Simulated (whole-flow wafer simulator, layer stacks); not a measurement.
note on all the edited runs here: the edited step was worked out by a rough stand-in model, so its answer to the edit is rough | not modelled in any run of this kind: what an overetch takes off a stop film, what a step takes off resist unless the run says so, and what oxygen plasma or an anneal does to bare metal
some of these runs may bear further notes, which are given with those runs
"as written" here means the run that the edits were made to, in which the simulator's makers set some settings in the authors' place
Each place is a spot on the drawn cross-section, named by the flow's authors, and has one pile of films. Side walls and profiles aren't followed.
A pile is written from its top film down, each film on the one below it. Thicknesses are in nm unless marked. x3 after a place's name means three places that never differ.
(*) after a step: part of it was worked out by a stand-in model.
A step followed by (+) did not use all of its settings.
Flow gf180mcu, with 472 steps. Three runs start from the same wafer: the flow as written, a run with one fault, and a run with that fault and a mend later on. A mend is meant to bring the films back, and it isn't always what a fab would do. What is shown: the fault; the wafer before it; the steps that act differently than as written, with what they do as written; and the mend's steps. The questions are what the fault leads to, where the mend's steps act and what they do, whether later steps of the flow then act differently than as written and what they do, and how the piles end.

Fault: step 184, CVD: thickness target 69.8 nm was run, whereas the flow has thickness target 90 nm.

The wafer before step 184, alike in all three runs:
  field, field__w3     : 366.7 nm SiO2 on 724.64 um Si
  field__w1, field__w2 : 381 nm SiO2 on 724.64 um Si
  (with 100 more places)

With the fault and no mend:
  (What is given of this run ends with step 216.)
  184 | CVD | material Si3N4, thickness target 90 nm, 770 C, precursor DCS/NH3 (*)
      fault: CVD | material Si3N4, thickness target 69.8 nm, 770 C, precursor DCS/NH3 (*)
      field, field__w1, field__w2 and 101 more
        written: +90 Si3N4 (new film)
        fault: +69.8 Si3N4 (new film)
  Later steps of the flow acting differently than as written (not shown: 12 more steps that differ only slightly, by at most 2% or 0.5 nm, whichever is larger):
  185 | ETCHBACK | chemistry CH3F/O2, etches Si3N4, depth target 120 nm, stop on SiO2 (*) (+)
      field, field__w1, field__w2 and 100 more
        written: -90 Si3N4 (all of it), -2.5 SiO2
        fault: -69.8 Si3N4 (all of it), -4.18 SiO2
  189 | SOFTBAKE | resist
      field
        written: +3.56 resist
        fault: -0.35 resist
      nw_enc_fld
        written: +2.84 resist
        fault: +1.02 resist
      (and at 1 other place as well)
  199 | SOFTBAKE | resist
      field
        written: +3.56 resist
        fault: -0.35 resist
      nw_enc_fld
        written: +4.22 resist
        fault: +1.99 resist
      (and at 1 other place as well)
  Once step 216 is done, the piles at active, n_well, p_well and 52 more depart from the flow's by more than 2% or 0.5 nm, whichever is larger.
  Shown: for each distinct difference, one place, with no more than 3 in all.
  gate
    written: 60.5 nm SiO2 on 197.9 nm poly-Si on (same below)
    fault: 58.8 nm SiO2 on 197.9 nm poly-Si on (same below)
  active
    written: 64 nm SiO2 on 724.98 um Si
    fault: 62.3 nm SiO2 on 724.98 um Si
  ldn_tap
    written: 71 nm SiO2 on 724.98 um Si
    fault: 69.3 nm SiO2 on 724.98 um Si

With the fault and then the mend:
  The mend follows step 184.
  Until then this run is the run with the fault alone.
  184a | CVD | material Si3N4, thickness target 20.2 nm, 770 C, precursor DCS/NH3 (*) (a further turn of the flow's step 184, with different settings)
      field, field__w1, field__w2 and 101 more
        +20.2 Si3N4
  None of the later steps of the flow differs from how it acts as written, at any place that is followed, by more than 2% or 0.5 nm, whichever is larger.
  At every place that both follow, the piles at the end match the flow's.
